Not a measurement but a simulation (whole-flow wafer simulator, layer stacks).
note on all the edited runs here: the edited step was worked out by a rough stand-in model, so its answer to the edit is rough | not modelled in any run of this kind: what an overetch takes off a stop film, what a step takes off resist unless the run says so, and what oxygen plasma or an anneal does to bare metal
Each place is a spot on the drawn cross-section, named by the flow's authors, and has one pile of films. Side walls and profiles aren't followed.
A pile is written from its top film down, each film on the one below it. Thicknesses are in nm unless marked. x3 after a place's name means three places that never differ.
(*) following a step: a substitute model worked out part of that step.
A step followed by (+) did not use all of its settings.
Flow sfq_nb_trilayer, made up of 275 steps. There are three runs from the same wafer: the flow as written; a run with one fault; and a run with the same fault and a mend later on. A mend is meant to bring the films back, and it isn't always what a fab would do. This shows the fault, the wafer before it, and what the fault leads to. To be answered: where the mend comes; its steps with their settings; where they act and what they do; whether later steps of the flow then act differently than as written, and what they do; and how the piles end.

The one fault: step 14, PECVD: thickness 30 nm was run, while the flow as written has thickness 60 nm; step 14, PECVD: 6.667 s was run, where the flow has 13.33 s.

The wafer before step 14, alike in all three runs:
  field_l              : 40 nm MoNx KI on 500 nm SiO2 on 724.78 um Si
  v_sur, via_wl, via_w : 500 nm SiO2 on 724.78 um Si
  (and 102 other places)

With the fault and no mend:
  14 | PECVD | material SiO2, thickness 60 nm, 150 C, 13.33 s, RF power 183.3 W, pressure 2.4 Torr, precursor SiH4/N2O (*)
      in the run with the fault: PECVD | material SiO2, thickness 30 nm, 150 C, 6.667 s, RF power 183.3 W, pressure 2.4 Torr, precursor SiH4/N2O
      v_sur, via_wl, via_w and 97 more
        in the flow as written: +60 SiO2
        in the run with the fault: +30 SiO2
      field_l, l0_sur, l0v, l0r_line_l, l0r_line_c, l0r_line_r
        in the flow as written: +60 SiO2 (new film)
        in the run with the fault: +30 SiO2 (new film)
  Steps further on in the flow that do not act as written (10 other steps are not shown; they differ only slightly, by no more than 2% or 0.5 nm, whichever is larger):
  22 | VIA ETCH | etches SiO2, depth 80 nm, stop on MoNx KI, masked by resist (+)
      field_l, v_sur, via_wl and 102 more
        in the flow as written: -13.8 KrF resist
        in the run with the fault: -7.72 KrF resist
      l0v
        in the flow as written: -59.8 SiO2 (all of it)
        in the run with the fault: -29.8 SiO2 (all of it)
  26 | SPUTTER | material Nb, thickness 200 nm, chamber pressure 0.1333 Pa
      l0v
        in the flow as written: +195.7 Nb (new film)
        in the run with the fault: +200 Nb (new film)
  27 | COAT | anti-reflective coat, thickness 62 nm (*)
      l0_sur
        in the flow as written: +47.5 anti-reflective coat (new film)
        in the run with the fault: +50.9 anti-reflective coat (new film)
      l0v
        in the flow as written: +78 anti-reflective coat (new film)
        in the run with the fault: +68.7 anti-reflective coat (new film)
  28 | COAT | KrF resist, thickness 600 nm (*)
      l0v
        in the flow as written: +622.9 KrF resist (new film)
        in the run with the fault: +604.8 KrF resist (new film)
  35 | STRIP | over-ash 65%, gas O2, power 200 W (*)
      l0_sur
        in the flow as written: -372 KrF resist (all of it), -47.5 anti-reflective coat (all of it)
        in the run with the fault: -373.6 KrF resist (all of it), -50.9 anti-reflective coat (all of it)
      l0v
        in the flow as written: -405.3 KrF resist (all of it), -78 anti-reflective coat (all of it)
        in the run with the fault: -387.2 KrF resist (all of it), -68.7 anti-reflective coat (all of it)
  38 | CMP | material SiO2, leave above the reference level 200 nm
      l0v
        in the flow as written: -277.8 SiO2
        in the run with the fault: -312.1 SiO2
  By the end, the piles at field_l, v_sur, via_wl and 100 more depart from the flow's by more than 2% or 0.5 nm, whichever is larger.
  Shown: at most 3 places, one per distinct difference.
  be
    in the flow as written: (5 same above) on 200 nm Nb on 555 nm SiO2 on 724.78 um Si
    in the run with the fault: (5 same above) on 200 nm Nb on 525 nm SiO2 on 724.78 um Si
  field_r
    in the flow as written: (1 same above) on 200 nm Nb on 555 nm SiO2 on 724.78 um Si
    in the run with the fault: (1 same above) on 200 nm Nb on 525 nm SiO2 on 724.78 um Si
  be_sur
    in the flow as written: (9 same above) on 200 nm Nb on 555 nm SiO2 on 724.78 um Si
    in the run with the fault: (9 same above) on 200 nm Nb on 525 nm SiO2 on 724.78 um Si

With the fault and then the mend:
  After step 20 comes the mend.
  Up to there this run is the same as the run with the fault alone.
  20a | STRIP | over-ash 65%, gas O2, power 200 W (*)
      p4_fl x3, p4_w1 x9, p4_g1 x2 and 59 more
        -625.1 KrF resist (all of it), -62 anti-reflective coat (all of it)
      jj_sur, ce_l, c5j, ce_r, sp_r, be_r, r_sur
        -632 KrF resist (all of it), -63.7 anti-reflective coat (all of it)
      gap, res, r_end
        -632.1 KrF resist (all of it), -63.7 anti-reflective coat (all of it)
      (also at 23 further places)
  20b | PECVD | material SiO2, thickness 30 nm, 150 C, 6.667 s, RF power 183.3 W, pressure 2.4 Torr, precursor SiH4/N2O (the flow's step 14 again, with other settings)
      field_l, v_sur, via_wl and 103 more
        +30 SiO2
  20c | COAT | anti-reflective coat, thickness 62 nm (*) (the flow's step 15 again)
      p4_fl x3, p4_w1 x9, p4_g1 x2 and 59 more
        +62 anti-reflective coat (new film)
      be_sur, gap, jj_sur and 8 more
        +63.7 anti-reflective coat (new film)
      wire, be, moat, field_r, lsp_l
        +63.8 anti-reflective coat (new film)
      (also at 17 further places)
  20d | COAT | KrF resist, thickness 650 nm (*) (the flow's step 16 again)
      p4_fl x3, p4_w1 x9, p4_g1 x2 and 59 more
        +650 KrF resist (new film)
      jj_sur, ce_l, c5j, ce_r, sp_r, be_r, r_sur
        +656.9 KrF resist (new film)
      v_sur, via_wr
        +659.5 KrF resist (new film)
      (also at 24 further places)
  20e | SOFTBAKE | KrF resist (the flow's step 17 again)
      leaves every film unchanged at each place that is followed
  20f | EXPOSE | photomask L0V, dose 12.41 mJ/cm2, NA 0.6, wavelength 248 nm (*) (the flow's step 18 again)
      leaves every film unchanged at each place that is followed
  20g | PEB | KrF resist, 90 s (the flow's step 19 again)
      p4_fl x3, p4_w1 x9, p4_g1 x2 and 59 more
        -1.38 KrF resist
      via_v, wire, be and 15 more
        -1.39 KrF resist
      v_sur, via_w, via_wr, via_sp, lsp_m, ln_m6, lsp_r
        -1.4 KrF resist
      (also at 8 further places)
  20h | DEVELOP | KrF resist, thickness 650 nm, 60 s (the flow's step 20 again)
      field_l, v_sur, via_wl and 102 more
        -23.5 KrF resist
      l0v
        -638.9 KrF resist (all of it)
  Every later step of the flow that is run acts as written, at every place that is followed, to within 2% or 0.5 nm, whichever is larger.
  At every place that both follow, the piles at the end match the flow's.
